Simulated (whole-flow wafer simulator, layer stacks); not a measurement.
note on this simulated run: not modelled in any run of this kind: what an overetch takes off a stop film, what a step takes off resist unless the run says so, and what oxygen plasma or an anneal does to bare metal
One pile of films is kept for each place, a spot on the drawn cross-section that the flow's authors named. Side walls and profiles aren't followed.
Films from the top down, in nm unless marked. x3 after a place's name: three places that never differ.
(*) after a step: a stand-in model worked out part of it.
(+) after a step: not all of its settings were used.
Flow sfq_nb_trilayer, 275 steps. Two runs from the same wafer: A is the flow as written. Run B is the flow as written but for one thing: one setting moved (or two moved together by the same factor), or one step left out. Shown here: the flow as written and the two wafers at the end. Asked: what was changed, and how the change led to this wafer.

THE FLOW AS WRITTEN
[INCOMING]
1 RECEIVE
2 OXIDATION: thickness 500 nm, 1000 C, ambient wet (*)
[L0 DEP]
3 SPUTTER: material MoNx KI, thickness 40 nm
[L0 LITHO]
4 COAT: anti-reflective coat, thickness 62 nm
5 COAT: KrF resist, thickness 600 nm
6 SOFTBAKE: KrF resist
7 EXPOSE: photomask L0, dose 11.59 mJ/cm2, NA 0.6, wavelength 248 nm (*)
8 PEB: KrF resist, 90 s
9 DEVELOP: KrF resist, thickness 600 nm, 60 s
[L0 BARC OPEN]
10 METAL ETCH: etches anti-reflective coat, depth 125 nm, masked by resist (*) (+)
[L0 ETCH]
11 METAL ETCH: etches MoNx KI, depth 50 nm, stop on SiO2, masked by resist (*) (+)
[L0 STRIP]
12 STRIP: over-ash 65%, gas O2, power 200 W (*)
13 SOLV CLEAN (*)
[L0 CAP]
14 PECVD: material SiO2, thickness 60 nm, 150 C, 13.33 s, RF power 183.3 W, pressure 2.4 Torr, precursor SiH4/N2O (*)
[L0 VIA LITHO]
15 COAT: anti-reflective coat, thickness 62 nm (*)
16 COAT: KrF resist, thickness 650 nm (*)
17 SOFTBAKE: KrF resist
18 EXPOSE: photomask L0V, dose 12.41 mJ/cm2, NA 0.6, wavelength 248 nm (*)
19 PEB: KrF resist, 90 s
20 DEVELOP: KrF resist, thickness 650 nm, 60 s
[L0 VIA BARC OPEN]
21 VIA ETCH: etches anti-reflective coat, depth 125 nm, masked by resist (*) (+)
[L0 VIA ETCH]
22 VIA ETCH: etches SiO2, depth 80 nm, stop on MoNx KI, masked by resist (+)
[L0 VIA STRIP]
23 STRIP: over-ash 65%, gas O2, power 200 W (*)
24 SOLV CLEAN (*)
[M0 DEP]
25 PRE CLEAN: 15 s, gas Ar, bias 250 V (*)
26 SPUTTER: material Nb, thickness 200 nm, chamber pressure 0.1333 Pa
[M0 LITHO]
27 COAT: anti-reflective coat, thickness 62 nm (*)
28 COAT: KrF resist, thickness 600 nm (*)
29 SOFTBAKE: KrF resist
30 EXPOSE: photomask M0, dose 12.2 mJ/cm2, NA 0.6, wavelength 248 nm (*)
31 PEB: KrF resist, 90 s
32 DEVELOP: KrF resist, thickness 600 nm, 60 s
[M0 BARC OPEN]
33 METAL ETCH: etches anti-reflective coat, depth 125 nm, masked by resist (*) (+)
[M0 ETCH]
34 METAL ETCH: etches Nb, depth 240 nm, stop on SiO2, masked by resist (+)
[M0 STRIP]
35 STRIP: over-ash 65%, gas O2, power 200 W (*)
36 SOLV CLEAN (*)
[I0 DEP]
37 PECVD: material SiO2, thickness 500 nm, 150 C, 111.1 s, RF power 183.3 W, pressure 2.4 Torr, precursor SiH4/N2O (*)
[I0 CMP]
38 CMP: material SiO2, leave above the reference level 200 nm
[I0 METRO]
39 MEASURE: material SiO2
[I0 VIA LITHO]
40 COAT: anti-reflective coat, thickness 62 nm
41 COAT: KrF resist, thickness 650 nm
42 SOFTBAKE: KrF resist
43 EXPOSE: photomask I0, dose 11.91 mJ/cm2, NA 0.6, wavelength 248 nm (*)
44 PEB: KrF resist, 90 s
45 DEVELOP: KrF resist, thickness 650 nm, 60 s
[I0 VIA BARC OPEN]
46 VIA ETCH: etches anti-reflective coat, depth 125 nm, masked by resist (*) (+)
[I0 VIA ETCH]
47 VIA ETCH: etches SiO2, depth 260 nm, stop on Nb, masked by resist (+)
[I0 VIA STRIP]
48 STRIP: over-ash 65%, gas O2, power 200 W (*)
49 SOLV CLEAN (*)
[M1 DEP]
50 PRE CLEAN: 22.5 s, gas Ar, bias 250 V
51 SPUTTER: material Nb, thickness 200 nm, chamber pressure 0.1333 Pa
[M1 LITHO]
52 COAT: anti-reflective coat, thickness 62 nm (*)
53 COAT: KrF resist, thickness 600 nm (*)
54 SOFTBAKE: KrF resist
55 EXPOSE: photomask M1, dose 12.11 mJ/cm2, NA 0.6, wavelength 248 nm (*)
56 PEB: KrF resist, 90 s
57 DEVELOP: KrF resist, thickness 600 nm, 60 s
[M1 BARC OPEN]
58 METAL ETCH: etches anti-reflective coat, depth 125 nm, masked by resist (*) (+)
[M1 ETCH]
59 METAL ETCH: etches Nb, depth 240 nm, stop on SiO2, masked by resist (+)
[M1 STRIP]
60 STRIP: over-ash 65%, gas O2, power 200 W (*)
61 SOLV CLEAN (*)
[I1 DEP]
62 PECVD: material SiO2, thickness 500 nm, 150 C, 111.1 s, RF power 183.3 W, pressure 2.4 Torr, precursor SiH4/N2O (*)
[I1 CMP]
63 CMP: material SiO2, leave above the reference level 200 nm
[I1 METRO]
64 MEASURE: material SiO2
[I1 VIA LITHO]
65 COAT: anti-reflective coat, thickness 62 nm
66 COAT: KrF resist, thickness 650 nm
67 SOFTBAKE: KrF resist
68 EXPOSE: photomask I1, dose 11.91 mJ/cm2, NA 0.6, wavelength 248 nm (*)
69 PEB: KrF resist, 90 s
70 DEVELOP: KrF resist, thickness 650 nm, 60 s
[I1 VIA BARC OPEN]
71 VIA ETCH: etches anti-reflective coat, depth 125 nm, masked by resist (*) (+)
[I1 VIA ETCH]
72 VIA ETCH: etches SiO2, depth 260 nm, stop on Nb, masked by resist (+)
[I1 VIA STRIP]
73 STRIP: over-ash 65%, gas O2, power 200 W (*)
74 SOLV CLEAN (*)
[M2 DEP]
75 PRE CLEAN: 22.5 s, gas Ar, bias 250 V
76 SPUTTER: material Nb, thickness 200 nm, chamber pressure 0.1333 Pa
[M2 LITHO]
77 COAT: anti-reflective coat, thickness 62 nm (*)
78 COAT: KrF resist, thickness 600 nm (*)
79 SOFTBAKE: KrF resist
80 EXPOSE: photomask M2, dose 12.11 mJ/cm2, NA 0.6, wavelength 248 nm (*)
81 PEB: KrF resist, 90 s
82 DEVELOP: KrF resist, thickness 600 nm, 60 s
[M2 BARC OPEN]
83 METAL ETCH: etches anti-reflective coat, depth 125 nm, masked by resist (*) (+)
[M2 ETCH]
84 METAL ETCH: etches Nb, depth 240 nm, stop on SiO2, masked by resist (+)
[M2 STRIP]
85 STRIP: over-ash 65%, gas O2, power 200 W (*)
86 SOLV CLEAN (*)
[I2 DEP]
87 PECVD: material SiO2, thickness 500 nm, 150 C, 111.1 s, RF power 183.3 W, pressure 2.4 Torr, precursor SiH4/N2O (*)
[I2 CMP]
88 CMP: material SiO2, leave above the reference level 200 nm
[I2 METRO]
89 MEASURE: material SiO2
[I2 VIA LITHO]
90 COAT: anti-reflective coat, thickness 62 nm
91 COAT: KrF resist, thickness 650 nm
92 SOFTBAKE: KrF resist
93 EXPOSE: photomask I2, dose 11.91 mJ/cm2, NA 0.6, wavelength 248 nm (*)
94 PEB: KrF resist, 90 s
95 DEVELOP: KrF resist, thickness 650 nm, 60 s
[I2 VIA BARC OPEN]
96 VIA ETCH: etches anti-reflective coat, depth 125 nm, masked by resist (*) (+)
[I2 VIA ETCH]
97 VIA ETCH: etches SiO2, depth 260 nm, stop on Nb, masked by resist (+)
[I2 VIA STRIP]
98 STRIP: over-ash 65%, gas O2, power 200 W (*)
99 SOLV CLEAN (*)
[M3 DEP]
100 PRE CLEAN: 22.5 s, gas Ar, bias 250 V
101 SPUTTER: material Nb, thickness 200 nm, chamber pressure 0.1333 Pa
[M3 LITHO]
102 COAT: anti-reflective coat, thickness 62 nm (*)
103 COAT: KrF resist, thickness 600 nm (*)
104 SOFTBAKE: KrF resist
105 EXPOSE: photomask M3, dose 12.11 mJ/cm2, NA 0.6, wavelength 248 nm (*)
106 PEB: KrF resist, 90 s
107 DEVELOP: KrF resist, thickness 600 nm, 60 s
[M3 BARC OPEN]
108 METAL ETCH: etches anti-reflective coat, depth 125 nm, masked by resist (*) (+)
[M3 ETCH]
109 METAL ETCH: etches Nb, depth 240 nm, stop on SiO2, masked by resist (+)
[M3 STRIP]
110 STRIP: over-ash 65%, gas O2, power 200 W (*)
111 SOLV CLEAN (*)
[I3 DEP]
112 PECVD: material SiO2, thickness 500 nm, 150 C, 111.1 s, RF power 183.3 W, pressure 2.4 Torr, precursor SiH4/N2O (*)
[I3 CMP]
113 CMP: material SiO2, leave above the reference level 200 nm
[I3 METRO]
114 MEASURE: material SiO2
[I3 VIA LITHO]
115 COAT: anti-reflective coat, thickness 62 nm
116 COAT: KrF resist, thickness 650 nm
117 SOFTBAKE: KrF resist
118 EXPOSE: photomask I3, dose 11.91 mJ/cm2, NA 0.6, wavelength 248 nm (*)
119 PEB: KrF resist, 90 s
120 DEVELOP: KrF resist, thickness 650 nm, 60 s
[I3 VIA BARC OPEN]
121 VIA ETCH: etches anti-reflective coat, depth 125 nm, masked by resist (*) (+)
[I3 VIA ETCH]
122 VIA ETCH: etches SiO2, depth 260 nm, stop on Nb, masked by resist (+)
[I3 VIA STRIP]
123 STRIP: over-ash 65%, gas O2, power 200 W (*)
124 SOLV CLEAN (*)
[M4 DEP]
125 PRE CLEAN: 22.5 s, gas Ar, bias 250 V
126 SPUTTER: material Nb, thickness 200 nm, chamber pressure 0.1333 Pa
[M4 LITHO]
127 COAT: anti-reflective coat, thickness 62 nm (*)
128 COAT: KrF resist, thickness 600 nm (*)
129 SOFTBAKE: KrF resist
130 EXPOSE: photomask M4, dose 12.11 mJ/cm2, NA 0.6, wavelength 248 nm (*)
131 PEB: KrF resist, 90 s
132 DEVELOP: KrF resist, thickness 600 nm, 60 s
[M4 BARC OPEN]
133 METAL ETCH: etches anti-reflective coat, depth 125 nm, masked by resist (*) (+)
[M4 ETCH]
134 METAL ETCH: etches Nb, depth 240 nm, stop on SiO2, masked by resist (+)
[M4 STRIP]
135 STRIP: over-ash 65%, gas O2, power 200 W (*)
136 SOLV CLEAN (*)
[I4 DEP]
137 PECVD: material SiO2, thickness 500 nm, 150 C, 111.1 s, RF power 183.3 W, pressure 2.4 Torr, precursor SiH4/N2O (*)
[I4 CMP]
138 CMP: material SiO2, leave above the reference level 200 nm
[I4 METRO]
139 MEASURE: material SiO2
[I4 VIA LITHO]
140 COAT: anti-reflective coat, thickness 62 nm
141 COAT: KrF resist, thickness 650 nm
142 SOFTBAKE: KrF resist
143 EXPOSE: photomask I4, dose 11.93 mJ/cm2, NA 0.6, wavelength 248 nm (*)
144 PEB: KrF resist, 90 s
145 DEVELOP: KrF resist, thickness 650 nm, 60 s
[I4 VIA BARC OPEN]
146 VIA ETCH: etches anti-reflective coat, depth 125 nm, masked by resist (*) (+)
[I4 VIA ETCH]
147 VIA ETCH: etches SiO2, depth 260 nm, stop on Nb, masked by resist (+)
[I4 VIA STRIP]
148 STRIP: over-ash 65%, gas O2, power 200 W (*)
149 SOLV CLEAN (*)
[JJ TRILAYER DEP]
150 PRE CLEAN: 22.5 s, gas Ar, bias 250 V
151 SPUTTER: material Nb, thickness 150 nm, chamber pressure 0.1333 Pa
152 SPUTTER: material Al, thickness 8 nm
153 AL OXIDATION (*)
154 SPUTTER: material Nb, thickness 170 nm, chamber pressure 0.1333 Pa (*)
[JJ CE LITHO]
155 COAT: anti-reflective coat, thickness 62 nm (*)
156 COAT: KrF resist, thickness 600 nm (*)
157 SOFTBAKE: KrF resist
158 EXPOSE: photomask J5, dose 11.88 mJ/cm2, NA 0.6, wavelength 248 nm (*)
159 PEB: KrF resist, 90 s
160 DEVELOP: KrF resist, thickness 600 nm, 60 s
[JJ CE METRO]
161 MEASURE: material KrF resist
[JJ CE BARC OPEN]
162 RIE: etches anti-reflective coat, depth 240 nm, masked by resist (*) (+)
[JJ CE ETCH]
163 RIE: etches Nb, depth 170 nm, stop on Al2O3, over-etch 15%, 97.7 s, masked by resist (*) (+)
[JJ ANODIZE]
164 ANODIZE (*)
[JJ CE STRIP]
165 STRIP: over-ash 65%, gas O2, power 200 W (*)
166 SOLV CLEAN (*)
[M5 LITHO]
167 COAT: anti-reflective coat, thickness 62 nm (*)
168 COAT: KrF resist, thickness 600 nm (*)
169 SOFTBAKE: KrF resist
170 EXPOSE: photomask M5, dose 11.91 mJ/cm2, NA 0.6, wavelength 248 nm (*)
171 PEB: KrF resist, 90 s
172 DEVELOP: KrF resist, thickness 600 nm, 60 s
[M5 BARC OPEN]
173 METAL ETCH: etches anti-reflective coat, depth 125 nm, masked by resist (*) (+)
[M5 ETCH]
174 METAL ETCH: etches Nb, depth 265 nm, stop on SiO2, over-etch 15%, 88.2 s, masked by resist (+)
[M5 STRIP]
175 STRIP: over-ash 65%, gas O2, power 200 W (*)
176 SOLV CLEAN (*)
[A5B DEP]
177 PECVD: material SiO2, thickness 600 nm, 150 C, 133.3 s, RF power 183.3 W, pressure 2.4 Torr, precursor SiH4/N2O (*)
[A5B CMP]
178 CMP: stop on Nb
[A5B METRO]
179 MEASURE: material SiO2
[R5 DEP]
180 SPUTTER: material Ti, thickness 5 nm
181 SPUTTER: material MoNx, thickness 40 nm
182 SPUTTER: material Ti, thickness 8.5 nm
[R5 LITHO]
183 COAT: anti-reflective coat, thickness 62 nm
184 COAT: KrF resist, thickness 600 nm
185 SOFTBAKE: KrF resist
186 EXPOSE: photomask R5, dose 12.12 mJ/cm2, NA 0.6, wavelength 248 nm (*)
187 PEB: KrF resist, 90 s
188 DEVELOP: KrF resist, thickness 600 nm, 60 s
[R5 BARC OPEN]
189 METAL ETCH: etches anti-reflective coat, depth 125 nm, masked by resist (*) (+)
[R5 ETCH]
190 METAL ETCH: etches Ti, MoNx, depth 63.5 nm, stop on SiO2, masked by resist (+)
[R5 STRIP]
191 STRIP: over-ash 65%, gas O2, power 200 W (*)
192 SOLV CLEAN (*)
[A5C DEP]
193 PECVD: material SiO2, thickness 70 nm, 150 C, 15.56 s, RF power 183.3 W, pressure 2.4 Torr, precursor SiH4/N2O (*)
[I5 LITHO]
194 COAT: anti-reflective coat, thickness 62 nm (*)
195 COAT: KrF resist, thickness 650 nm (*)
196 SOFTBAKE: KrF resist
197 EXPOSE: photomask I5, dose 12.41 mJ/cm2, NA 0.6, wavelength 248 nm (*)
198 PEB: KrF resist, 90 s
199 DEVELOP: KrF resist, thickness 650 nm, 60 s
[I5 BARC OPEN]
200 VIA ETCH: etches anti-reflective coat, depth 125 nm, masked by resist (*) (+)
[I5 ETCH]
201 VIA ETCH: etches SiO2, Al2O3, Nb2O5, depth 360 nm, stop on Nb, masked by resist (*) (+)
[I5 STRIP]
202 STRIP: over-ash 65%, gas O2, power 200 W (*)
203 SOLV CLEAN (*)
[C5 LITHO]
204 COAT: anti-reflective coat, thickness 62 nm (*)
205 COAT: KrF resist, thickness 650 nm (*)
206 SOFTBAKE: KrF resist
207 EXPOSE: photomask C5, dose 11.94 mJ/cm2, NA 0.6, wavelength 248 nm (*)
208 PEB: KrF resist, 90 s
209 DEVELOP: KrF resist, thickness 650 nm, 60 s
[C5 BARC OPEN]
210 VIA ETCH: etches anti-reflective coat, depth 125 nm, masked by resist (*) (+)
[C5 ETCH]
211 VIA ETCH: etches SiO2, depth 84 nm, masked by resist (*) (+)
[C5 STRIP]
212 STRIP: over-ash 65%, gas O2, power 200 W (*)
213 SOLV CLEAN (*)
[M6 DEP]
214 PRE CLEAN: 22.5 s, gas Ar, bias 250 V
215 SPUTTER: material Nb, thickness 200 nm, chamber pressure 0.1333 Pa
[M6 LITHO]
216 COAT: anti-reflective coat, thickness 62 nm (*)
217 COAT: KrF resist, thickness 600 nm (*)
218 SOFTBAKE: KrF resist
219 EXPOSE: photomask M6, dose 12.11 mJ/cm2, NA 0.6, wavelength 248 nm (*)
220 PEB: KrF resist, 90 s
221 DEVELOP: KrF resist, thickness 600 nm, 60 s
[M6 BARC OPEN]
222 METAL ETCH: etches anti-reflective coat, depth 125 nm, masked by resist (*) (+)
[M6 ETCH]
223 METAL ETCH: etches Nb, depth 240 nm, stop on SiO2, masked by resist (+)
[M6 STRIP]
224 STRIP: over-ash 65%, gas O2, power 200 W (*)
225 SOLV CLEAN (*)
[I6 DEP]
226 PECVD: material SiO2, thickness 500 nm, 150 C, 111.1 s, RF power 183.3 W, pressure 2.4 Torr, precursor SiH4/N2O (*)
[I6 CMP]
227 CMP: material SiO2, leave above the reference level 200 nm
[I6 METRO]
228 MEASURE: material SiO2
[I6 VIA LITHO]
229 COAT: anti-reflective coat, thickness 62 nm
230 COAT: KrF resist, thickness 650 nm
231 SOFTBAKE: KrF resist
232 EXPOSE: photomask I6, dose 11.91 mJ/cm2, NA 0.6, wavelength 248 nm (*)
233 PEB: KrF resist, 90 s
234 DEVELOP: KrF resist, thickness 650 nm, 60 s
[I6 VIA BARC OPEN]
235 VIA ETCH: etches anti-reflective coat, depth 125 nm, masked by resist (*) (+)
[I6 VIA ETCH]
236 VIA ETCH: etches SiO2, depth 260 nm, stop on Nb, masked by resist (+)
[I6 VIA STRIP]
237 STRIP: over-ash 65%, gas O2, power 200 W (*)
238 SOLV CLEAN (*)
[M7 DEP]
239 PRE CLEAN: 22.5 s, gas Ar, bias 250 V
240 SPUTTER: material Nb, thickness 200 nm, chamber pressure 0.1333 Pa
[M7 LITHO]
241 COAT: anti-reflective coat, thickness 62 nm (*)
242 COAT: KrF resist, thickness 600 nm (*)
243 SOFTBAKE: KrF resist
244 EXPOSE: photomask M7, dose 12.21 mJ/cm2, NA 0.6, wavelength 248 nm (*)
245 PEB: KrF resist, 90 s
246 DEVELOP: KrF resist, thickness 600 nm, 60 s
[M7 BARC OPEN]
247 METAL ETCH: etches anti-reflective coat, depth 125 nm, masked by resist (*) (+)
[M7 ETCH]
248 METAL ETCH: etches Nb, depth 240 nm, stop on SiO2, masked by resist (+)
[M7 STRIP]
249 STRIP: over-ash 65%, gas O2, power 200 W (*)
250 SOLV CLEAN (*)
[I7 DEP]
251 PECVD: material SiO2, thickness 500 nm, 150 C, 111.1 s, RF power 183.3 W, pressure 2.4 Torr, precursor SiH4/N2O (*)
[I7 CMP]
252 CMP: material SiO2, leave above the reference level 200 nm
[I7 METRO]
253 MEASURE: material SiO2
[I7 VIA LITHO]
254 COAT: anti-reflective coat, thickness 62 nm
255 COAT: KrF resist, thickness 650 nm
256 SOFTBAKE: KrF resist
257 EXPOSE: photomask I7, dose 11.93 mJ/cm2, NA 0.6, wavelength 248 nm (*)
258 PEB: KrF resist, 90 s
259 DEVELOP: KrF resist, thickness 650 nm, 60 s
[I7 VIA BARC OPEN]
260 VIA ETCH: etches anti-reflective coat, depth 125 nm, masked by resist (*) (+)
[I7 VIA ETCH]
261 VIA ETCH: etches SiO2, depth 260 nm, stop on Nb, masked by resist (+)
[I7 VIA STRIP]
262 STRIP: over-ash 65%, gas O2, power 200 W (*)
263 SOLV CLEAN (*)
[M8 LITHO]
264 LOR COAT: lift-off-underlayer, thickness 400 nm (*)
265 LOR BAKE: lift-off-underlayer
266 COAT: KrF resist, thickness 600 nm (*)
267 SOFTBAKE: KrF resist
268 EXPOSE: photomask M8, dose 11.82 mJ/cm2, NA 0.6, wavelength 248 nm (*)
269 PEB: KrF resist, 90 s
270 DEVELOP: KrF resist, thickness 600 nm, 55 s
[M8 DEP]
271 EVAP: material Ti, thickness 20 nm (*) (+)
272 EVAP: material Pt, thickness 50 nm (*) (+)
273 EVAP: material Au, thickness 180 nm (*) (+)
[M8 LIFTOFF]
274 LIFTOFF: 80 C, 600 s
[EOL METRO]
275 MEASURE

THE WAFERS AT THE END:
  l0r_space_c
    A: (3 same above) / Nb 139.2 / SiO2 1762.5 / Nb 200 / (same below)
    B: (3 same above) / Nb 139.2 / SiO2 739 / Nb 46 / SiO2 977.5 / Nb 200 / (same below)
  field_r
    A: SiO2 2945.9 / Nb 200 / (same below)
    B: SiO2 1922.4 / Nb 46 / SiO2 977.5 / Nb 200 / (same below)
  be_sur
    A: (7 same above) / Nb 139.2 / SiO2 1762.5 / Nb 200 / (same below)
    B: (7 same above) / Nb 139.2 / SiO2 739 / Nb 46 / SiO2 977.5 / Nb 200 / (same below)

The cause: step 109, METAL ETCH: depth 154 nm was run, where the flow has depth 240 nm.

How the change led to this, step by step:
  109 METAL ETCH: etches Nb, depth 240 nm, stop on SiO2, masked by resist (+)
      field_l, be, be_sur and 72 more: A Nb -200 (all of it) | B Nb -154
      v_sur, via_wl, via_w and 28 more: A KrF resist -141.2 | B KrF resist -90.6
  110 STRIP: over-ash 65%, gas O2, power 200 W (*)
      p4_w1, p4_w2, p4_w3 and 21 more: A KrF resist -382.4 (all of it), anti-reflective coat -62 (all of it) | B KrF resist -433 (all of it), anti-reflective coat -62 (all of it)
      via_wl, via_wr: A KrF resist -384.2 (all of it), anti-reflective coat -34.2 (all of it) | B KrF resist -434.8 (all of it), anti-reflective coat -34.2 (all of it)
      (and at 5 more places)
  112 PECVD: material SiO2, thickness 500 nm, 150 C, 111.1 s, RF power 183.3 W, pressure 2.4 Torr, precursor SiH4/N2O (*)
      field_l, be, be_sur and 64 more: A SiO2 +500 | B SiO2 +500 (new film)
      p4_g1, p4_g2, p3_s0, p3_s1, p3_s2, p3_s3, p3_s4, p3_s5: A SiO2 +557.1 | B SiO2 +511.1 (new film)
  113 CMP: material SiO2, leave above the reference level 200 nm
      field_l, be, be_sur and 64 more: A SiO2 -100 | B SiO2 -146
Counting metal films that touch as one body, l0r_space_c has 3 bodies (between them, from the top down: SiO2 739; SiO2 977.5); the flow as written gives 2 bodies (between them, from the top down: SiO2 1762.5).
Counting metal films that touch as one body, field_r has 2 bodies (between them, from the top down: SiO2 977.5); the flow as written gives 1 body.
Counting metal films that touch as one body, be_sur has 5 bodies (between them, from the top down: SiO2 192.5; SiO2 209 / Al2O3 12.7 / Nb2O5 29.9; SiO2 739; SiO2 977.5); the flow as written gives 4 bodies (between them, from the top down: SiO2 192.5; SiO2 209 / Al2O3 12.7 / Nb2O5 29.9; SiO2 1762.5).
